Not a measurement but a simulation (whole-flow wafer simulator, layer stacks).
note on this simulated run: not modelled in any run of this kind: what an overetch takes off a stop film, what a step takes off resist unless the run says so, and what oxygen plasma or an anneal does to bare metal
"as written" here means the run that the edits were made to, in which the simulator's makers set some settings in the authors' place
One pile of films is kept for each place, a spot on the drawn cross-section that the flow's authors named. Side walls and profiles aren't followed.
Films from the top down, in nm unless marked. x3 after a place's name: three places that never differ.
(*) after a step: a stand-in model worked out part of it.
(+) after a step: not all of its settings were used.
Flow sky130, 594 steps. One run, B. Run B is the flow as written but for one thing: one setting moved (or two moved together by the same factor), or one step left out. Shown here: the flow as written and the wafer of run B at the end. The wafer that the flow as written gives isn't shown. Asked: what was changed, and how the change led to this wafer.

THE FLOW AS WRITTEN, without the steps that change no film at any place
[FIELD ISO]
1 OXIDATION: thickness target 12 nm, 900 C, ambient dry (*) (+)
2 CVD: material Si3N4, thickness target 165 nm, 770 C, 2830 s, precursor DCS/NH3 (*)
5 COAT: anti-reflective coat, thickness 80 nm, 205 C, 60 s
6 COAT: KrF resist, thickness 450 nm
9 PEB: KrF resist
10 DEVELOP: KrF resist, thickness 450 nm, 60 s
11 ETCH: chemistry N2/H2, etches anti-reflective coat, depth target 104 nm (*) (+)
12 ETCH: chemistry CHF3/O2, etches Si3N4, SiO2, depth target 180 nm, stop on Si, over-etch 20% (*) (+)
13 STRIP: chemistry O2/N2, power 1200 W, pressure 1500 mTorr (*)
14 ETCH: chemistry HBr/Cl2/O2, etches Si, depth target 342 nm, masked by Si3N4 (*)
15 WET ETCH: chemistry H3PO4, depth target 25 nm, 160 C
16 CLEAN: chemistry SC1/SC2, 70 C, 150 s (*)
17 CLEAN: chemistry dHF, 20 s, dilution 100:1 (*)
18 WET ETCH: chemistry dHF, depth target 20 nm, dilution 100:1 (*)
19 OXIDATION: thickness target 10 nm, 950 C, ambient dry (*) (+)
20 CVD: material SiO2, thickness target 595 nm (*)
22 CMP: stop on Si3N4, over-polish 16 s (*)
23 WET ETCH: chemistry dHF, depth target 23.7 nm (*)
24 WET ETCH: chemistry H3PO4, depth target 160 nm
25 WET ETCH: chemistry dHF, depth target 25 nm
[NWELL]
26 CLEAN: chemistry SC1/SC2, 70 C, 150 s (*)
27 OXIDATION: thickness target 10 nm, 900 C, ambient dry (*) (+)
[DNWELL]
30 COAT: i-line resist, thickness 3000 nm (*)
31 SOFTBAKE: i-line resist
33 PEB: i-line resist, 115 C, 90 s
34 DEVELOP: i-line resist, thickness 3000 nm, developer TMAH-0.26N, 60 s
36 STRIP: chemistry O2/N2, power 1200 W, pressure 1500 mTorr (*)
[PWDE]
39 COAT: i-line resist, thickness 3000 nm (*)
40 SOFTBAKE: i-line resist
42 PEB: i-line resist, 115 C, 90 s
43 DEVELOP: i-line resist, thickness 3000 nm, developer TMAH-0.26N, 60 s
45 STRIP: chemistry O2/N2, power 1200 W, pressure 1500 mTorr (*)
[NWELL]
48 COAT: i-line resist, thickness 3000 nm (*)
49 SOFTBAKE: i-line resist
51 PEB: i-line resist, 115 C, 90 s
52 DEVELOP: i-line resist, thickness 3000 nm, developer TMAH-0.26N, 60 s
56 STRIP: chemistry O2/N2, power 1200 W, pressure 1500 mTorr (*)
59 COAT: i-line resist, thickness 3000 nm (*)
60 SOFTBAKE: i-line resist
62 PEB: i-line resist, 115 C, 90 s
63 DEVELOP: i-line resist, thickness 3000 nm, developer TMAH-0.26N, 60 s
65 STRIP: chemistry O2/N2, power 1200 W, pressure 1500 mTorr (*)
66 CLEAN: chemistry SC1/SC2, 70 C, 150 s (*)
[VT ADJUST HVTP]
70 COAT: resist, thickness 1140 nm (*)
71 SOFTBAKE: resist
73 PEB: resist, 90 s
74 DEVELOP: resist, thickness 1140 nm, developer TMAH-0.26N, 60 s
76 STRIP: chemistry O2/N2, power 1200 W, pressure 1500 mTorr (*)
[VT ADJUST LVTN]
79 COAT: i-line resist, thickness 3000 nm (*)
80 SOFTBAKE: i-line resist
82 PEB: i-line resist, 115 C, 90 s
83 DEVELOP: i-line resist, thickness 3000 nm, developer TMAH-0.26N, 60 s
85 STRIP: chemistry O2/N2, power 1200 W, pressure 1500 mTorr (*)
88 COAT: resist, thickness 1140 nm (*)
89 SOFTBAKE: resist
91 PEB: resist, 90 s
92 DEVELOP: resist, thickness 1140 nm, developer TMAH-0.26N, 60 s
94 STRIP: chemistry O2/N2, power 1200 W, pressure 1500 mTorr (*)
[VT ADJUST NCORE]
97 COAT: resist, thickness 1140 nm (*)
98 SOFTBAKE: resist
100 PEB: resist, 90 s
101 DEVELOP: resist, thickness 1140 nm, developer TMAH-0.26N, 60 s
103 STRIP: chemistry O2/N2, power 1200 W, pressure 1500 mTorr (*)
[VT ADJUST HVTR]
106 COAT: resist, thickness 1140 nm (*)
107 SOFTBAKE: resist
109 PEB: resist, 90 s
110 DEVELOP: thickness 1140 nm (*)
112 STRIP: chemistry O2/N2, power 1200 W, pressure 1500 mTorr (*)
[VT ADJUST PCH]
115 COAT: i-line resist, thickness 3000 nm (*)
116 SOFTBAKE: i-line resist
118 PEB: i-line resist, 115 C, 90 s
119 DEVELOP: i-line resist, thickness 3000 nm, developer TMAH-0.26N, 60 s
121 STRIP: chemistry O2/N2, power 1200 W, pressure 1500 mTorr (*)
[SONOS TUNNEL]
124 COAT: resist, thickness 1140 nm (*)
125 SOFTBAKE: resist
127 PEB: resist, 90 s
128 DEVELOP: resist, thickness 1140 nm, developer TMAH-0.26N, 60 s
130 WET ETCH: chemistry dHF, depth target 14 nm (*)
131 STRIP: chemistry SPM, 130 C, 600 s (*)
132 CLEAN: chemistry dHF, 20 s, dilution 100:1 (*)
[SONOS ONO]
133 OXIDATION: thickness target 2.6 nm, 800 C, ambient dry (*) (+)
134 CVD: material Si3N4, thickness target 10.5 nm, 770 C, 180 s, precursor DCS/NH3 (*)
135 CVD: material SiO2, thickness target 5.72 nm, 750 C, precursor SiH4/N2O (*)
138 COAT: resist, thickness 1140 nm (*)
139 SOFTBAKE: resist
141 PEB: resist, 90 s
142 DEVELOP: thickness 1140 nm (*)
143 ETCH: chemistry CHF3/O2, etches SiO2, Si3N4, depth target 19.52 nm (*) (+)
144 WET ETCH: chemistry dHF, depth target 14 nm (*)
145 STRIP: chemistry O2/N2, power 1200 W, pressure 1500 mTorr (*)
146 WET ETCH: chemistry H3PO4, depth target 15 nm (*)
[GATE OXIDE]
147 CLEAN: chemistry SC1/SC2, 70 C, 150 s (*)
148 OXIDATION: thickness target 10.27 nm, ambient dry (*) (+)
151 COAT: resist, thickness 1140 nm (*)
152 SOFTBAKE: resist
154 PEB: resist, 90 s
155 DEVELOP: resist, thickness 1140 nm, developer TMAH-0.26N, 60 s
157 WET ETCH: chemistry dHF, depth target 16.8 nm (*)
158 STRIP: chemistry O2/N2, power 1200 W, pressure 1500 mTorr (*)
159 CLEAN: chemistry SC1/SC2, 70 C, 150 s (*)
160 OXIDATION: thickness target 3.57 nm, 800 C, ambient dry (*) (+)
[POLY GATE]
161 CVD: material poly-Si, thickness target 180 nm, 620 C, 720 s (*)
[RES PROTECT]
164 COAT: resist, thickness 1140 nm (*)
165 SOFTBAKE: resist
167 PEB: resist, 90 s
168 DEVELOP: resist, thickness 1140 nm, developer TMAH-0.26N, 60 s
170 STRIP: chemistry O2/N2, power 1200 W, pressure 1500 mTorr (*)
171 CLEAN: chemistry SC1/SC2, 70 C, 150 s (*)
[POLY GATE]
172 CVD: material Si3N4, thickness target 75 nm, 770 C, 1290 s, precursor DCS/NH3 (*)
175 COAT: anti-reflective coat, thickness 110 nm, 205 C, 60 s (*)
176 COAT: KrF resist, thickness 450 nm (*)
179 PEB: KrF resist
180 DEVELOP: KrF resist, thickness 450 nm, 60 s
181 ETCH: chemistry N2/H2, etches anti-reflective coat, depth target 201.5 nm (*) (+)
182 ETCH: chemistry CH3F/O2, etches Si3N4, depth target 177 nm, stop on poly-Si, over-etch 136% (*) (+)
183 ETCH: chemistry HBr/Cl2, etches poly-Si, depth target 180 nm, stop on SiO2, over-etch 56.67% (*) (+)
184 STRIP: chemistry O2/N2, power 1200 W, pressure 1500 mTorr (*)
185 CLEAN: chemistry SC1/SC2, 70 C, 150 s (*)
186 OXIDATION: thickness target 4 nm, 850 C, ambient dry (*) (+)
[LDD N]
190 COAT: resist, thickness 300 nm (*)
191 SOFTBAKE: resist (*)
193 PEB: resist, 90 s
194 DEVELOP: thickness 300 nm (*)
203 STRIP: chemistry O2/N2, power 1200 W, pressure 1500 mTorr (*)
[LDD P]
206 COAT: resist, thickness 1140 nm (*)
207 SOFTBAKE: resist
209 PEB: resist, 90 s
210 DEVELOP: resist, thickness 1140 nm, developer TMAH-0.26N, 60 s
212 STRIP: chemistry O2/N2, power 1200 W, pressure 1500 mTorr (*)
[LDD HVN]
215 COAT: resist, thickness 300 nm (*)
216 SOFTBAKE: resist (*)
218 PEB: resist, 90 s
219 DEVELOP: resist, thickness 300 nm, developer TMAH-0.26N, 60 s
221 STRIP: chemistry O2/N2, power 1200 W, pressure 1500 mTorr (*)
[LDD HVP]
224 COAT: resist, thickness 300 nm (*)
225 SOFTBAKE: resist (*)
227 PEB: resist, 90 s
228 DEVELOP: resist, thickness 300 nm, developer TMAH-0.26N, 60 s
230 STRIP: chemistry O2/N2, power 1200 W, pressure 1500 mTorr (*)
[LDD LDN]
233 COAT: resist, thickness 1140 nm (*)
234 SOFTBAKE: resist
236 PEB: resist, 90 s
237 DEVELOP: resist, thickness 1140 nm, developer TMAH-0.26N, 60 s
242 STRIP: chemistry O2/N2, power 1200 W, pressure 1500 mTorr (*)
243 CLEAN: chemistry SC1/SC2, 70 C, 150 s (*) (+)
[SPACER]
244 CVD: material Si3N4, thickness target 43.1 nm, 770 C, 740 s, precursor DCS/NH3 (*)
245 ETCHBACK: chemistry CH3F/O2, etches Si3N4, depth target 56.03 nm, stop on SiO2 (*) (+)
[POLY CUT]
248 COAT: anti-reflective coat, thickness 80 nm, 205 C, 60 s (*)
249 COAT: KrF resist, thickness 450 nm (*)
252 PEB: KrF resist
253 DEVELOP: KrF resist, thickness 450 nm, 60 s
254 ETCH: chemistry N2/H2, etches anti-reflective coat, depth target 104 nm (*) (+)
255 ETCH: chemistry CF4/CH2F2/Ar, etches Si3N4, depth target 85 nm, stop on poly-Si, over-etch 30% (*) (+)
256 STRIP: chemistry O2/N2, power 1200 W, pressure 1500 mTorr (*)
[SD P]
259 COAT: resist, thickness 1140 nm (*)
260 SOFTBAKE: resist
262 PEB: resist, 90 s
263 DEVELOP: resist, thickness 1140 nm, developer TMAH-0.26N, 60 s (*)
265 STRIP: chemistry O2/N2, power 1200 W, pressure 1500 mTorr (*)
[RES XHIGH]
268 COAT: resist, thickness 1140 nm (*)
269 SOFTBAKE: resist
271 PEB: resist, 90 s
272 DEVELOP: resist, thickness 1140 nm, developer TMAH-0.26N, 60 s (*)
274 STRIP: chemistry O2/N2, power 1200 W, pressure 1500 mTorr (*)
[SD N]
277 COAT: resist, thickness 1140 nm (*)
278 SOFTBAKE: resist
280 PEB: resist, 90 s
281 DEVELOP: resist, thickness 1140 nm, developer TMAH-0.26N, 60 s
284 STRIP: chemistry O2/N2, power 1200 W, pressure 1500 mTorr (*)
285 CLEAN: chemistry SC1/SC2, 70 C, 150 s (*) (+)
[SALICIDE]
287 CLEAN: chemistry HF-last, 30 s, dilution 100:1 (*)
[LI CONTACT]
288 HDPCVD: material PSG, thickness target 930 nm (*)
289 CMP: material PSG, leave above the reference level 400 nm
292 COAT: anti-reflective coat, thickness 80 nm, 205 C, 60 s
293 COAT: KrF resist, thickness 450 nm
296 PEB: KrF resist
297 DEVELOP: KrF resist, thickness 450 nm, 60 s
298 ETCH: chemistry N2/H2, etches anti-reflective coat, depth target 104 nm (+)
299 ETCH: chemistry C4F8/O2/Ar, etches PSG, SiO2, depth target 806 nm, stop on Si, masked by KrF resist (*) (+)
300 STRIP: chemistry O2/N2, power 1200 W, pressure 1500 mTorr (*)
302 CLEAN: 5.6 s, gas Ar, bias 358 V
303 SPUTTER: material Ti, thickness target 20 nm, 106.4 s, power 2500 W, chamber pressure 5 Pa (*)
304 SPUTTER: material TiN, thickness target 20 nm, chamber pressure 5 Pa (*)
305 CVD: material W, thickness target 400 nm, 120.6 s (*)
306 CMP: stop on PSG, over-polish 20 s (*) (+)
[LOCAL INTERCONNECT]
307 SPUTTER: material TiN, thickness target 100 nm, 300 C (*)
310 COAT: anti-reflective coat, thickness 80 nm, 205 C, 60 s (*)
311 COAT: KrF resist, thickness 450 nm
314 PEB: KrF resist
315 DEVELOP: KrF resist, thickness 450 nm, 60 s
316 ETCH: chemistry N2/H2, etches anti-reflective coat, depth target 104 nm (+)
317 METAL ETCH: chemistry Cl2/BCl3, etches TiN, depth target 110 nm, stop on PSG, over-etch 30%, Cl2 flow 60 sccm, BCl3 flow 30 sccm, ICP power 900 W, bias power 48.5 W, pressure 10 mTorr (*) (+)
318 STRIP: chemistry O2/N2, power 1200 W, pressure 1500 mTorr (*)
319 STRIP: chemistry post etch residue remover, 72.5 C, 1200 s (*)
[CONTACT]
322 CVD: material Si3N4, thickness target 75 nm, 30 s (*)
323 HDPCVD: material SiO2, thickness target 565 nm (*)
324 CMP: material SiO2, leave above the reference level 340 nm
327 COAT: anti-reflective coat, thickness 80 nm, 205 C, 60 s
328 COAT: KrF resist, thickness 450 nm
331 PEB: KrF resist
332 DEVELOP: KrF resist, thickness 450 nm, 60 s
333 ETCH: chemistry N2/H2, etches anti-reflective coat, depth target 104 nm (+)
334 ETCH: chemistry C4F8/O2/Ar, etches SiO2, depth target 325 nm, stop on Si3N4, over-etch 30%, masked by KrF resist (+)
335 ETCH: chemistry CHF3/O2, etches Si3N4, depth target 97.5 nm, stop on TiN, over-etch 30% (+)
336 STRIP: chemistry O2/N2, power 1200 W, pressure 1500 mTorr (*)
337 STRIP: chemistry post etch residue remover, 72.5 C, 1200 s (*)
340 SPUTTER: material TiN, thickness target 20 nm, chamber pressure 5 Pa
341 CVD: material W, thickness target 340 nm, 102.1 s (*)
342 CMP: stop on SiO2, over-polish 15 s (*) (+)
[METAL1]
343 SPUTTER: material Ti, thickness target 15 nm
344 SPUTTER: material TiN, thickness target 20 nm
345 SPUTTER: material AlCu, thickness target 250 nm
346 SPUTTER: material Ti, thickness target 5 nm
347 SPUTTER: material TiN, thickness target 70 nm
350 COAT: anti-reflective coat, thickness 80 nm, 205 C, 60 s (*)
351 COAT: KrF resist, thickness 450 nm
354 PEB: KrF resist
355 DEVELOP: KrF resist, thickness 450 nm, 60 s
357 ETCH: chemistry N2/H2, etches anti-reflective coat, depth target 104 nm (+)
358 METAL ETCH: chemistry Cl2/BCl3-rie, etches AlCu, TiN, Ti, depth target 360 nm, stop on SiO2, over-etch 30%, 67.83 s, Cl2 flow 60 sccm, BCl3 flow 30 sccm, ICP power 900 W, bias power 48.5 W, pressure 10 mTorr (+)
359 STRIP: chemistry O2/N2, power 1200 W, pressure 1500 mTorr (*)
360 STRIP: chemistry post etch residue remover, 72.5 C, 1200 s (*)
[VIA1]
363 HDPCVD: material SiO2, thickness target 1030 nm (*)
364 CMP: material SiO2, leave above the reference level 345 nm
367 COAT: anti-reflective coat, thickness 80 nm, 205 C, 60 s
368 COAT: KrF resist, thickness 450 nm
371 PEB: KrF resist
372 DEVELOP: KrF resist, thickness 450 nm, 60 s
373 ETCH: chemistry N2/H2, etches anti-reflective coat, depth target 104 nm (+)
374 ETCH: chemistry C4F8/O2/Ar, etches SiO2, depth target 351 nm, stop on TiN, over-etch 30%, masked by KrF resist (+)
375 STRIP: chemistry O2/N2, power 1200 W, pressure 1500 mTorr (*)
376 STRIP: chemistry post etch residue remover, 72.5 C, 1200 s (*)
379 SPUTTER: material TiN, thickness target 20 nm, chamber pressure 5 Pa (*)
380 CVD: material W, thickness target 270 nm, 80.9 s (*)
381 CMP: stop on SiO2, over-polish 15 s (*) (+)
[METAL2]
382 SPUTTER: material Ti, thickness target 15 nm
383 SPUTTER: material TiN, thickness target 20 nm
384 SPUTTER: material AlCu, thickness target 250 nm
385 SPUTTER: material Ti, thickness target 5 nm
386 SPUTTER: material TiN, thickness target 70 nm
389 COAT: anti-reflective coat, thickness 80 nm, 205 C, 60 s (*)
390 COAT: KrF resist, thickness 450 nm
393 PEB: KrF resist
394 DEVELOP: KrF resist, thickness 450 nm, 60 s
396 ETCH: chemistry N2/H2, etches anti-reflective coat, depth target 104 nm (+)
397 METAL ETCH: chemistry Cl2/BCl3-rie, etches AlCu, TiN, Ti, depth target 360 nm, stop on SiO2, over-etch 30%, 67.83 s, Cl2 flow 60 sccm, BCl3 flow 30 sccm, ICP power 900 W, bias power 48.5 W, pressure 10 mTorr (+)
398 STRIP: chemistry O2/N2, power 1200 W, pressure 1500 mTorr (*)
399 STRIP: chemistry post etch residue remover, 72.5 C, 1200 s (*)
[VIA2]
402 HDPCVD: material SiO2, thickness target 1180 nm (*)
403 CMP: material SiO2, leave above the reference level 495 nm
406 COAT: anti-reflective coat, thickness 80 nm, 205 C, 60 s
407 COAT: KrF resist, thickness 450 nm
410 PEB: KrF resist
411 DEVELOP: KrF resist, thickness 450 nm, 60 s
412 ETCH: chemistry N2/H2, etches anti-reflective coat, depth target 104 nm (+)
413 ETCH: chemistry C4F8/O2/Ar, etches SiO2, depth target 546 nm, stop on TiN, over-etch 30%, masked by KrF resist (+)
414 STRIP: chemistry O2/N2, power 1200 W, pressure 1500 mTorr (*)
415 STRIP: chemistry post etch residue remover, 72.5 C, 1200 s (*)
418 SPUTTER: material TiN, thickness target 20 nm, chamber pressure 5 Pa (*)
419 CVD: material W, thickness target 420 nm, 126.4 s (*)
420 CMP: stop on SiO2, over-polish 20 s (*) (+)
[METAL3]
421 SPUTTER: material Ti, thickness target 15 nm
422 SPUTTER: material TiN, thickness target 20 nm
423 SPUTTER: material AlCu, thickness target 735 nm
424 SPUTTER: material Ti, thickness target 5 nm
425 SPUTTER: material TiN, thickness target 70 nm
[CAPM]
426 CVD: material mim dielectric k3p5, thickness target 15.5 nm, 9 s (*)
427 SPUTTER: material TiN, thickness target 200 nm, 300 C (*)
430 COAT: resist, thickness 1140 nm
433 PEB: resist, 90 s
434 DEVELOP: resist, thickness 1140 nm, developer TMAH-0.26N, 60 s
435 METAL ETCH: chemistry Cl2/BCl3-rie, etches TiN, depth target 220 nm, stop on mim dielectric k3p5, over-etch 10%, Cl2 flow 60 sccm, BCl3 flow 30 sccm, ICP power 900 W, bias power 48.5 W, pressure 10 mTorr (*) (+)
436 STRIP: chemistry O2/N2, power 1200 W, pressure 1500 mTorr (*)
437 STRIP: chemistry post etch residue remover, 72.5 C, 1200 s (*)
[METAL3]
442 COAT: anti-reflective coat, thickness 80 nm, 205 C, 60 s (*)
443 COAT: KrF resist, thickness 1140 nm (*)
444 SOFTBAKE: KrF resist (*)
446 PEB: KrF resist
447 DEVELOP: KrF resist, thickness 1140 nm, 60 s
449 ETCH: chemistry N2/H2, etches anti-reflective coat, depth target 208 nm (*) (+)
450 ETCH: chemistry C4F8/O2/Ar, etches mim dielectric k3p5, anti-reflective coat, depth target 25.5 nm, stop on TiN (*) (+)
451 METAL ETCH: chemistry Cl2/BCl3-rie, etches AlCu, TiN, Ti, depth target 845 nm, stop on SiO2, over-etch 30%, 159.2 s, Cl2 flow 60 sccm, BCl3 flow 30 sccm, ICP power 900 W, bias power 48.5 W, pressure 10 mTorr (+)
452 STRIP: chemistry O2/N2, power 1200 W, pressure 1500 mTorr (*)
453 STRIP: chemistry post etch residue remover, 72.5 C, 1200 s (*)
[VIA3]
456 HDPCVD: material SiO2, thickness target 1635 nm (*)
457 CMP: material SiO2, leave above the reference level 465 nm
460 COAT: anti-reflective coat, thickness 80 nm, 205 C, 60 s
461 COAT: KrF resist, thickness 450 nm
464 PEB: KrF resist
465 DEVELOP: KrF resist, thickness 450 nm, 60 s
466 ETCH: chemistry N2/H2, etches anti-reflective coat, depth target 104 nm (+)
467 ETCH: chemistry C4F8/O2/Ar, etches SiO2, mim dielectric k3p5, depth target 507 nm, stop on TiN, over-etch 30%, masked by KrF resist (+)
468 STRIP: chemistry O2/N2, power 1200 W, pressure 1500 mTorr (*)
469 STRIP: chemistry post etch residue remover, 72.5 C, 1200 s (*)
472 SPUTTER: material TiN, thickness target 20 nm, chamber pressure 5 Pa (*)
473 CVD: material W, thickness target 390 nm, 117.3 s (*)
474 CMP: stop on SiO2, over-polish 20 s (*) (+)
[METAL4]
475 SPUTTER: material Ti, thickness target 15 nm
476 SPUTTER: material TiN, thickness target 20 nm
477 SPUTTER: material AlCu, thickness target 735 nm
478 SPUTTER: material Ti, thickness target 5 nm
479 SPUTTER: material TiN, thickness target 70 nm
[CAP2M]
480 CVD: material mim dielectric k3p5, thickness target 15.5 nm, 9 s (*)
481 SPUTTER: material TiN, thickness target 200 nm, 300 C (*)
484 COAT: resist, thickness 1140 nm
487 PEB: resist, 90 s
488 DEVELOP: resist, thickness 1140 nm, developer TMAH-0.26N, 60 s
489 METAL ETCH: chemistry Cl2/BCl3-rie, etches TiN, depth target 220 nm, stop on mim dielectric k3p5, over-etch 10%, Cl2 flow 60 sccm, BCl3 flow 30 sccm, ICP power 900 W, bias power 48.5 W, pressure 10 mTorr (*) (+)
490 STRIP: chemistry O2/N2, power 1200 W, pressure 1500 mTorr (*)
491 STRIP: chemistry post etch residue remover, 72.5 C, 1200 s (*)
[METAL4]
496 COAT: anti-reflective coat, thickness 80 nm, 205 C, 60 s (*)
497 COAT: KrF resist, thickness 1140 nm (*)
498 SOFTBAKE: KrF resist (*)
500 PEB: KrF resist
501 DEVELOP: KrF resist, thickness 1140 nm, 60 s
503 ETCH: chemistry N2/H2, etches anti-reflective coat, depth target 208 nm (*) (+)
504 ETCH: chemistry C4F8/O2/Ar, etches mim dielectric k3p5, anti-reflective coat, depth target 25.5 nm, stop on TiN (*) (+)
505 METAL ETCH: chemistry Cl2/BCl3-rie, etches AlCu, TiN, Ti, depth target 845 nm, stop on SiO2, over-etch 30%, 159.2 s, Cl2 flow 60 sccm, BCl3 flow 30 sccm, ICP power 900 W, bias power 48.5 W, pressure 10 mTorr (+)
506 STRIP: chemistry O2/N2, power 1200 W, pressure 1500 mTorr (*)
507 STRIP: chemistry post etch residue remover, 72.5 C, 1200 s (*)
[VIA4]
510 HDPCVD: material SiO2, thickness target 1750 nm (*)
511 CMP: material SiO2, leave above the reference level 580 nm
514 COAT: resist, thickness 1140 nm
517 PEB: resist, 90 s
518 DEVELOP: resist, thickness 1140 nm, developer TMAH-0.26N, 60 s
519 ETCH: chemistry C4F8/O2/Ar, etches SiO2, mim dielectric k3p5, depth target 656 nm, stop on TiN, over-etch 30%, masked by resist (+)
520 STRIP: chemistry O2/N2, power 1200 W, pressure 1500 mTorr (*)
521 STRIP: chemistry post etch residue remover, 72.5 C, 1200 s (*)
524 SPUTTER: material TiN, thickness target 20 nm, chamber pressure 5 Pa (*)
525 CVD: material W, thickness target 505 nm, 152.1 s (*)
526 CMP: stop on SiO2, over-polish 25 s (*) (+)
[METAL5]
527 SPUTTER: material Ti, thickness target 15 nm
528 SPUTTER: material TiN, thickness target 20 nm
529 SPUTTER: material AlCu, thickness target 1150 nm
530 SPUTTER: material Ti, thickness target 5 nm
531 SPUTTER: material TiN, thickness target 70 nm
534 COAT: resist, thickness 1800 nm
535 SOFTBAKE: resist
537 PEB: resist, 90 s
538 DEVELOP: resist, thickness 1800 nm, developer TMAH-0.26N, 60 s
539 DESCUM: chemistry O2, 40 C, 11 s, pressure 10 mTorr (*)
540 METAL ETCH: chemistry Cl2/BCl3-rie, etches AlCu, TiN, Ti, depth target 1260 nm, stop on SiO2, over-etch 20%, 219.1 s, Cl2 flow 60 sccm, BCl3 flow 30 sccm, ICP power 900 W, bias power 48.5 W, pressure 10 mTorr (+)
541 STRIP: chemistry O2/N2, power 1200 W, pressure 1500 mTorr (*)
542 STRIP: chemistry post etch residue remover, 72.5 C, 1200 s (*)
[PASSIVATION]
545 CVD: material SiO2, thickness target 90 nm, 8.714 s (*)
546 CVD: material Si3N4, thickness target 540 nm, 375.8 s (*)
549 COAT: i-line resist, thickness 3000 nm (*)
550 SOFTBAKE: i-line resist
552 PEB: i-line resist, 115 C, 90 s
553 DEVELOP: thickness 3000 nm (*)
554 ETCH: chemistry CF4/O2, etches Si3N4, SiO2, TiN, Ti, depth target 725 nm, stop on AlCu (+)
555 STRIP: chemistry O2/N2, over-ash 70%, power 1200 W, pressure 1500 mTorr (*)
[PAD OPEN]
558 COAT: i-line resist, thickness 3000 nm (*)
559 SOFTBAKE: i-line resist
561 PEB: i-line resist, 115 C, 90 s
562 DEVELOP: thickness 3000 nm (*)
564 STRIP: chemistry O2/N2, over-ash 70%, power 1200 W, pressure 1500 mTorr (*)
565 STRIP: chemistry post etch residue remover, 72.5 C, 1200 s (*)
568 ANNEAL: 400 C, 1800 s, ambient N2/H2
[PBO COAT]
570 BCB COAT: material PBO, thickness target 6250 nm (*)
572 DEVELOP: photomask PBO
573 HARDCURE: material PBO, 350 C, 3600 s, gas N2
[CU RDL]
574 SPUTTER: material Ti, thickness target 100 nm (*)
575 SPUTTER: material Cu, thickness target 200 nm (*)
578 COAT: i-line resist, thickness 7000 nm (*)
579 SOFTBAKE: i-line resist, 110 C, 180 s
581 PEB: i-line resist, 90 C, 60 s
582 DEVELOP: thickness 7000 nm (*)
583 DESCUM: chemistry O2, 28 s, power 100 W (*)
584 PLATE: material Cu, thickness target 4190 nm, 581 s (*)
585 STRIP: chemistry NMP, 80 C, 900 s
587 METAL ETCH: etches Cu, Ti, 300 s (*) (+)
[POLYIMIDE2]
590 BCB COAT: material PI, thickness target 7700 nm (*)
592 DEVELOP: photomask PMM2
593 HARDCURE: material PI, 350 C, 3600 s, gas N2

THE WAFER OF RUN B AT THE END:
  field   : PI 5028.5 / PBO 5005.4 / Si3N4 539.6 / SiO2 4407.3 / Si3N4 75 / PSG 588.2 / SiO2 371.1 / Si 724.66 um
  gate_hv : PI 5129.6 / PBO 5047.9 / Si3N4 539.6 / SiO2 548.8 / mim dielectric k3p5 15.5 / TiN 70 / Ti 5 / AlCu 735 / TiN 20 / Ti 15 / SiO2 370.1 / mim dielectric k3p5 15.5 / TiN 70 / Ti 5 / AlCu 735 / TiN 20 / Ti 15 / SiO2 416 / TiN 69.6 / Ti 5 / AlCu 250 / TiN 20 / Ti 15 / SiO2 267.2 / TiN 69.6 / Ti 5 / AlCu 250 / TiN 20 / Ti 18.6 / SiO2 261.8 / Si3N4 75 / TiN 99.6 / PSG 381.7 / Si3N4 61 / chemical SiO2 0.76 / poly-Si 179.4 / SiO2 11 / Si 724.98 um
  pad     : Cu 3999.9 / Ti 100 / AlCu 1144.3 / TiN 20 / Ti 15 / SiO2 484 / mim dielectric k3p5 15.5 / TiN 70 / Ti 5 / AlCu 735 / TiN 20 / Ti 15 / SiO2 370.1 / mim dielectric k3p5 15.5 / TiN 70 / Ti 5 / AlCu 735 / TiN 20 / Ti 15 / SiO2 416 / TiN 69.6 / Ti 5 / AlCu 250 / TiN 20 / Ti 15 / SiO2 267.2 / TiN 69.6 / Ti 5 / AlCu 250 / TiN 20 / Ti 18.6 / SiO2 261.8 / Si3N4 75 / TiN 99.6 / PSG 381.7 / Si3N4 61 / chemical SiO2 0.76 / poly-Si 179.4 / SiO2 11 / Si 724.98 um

The cause: step 343, SPUTTER: thickness target 18.6 nm was run, where the flow has thickness target 15 nm.
It can be read off the wafer: gate_hv has Ti 18.6, and step 343 as written asks for 15 nm.

How the change led to this, step by step:
  343 SPUTTER: material Ti, thickness target 15 nm
      field, active, n_well and 188 more: Ti +18.6 (new film) (as written it would be: Ti +15 (new film))
  358 METAL ETCH: chemistry Cl2/BCl3-rie, etches AlCu, TiN, Ti, depth target 360 nm, stop on SiO2, over-etch 30%, 67.83 s, Cl2 flow 60 sccm, BCl3 flow 30 sccm, ICP power 900 W, bias power 48.5 W, pressure 10 mTorr (+)
      field, active, gate and 81 more: TiN -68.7 (all of it), Ti -5 (all of it), AlCu -250 (all of it), TiN -20 (all of it), Ti -18.6 (all of it), SiO2 -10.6 (as written it would be: TiN -68.7 (all of it), Ti -5 (all of it), AlCu -250 (all of it), TiN -20 (all of it), Ti -15 (all of it), SiO2 -10.9)
